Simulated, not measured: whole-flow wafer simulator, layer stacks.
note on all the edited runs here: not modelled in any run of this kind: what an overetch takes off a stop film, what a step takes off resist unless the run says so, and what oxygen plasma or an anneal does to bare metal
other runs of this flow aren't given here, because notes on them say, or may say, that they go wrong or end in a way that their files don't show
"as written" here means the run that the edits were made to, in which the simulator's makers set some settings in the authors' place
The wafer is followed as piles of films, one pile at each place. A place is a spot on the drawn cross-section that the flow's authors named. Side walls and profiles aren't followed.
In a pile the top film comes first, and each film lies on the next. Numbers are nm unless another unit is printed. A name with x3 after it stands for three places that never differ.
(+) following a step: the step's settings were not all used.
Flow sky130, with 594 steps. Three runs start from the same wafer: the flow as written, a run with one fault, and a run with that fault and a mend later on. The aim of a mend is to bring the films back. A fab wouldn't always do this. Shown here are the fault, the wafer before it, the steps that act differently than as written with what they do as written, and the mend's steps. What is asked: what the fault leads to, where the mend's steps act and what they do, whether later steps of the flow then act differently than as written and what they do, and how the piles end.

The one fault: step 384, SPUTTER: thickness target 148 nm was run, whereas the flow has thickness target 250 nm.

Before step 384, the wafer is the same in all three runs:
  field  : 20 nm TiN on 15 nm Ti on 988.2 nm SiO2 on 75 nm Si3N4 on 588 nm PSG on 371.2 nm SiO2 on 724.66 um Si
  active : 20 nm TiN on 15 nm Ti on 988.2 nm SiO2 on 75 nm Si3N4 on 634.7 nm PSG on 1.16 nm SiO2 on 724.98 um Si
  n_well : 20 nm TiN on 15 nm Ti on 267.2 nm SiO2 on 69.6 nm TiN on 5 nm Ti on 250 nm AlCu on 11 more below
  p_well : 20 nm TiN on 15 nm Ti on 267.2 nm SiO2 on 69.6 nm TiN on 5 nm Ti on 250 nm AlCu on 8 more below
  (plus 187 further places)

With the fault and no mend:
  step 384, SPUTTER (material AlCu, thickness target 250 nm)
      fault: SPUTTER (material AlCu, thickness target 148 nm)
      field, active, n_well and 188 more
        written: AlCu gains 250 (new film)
        fault: AlCu gains 148 (new film)
  Steps later in the flow that act otherwise than as written (8 more steps, not shown, differ only slightly: by at most 2% or 0.5 nm, whichever is larger):
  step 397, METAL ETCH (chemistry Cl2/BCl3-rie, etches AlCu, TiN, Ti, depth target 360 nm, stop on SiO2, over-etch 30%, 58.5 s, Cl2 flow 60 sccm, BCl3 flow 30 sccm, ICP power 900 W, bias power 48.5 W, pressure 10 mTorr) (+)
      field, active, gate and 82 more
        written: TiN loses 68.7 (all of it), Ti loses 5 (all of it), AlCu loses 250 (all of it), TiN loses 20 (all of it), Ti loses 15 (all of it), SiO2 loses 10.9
        fault: TiN loses 68.7 (all of it), Ti loses 5 (all of it), AlCu loses 148 (all of it), TiN loses 20 (all of it), Ti loses 15 (all of it), SiO2 loses 21.1
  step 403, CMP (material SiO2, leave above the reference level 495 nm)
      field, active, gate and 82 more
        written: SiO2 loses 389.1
        fault: SiO2 loses 480.9
  By the end, the piles at field, active, n_well and 190 more depart from the flow's by more than 2% or 0.5 nm, whichever is larger.
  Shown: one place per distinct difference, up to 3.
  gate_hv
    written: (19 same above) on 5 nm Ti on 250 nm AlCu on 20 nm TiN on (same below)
    fault: (19 same above) on 5 nm Ti on 148 nm AlCu on 20 nm TiN on (same below)
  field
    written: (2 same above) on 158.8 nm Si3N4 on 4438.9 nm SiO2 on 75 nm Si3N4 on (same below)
    fault: (2 same above) on 158.8 nm Si3N4 on 4336.9 nm SiO2 on 75 nm Si3N4 on (same below)
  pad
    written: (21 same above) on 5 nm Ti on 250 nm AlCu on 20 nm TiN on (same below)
    fault: (21 same above) on 5 nm Ti on 148 nm AlCu on 20 nm TiN on (same below)

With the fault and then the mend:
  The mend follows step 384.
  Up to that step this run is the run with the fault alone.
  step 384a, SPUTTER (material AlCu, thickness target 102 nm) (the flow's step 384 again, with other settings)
      field, active, n_well and 188 more
        AlCu gains 102
  None of the later steps of the flow acts differently than as written at any place that is followed.
  The piles end the same as the flow's at every place that both follow.
